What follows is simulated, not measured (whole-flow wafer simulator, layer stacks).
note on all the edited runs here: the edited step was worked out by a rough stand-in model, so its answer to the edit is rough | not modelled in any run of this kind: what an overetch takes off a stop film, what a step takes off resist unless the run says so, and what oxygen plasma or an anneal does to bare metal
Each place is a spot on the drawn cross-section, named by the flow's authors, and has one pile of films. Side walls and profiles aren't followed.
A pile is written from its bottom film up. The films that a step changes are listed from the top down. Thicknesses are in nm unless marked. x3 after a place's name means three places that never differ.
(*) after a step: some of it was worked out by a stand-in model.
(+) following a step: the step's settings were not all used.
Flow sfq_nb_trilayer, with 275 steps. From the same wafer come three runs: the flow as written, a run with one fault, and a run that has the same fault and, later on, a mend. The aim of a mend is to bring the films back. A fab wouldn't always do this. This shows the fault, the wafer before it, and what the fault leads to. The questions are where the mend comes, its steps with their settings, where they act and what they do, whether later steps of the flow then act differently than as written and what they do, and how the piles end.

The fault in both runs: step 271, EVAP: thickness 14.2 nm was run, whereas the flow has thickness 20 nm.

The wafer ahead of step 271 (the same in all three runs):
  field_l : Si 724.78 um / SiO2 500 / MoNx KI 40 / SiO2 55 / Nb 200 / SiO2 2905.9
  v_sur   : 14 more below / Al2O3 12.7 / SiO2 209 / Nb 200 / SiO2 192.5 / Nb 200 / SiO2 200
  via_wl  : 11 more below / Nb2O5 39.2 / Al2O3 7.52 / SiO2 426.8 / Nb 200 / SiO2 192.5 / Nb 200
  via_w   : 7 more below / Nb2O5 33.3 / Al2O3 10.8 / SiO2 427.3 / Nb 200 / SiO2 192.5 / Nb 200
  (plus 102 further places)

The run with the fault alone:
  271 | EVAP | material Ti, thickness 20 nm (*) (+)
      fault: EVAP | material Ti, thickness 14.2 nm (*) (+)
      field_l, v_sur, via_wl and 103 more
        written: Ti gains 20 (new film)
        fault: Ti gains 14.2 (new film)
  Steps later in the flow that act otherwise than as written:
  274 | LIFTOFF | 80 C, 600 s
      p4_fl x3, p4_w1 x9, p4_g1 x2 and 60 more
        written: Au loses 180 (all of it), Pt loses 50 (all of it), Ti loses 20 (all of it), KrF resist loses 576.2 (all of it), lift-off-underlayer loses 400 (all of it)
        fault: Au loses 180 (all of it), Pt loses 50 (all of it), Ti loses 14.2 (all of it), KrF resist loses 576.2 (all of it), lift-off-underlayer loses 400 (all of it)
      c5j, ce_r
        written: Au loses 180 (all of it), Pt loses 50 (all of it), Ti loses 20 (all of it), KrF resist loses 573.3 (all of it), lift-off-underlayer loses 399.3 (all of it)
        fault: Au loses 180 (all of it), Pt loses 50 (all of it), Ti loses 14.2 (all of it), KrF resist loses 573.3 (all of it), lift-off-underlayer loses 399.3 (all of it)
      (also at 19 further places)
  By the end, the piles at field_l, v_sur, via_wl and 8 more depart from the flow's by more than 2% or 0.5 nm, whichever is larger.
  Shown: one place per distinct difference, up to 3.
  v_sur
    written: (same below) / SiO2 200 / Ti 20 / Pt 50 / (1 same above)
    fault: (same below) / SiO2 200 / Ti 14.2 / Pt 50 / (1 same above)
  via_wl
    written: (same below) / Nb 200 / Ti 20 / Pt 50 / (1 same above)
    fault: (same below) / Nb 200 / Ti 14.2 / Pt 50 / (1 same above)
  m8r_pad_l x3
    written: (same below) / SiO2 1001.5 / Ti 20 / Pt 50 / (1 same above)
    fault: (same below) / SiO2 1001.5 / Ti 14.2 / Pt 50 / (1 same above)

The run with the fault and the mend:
  The mend follows step 271.
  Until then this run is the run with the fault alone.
  271a | EVAP | material Ti, thickness 5.8 nm (*) (+) (the flow's step 271, run once more with other settings)
      field_l, v_sur, via_wl and 103 more
        Ti gains 5.8
  None of the later steps of the flow acts differently than as written at any place that is followed.
  The piles end the same as the flow's at every place that both follow.
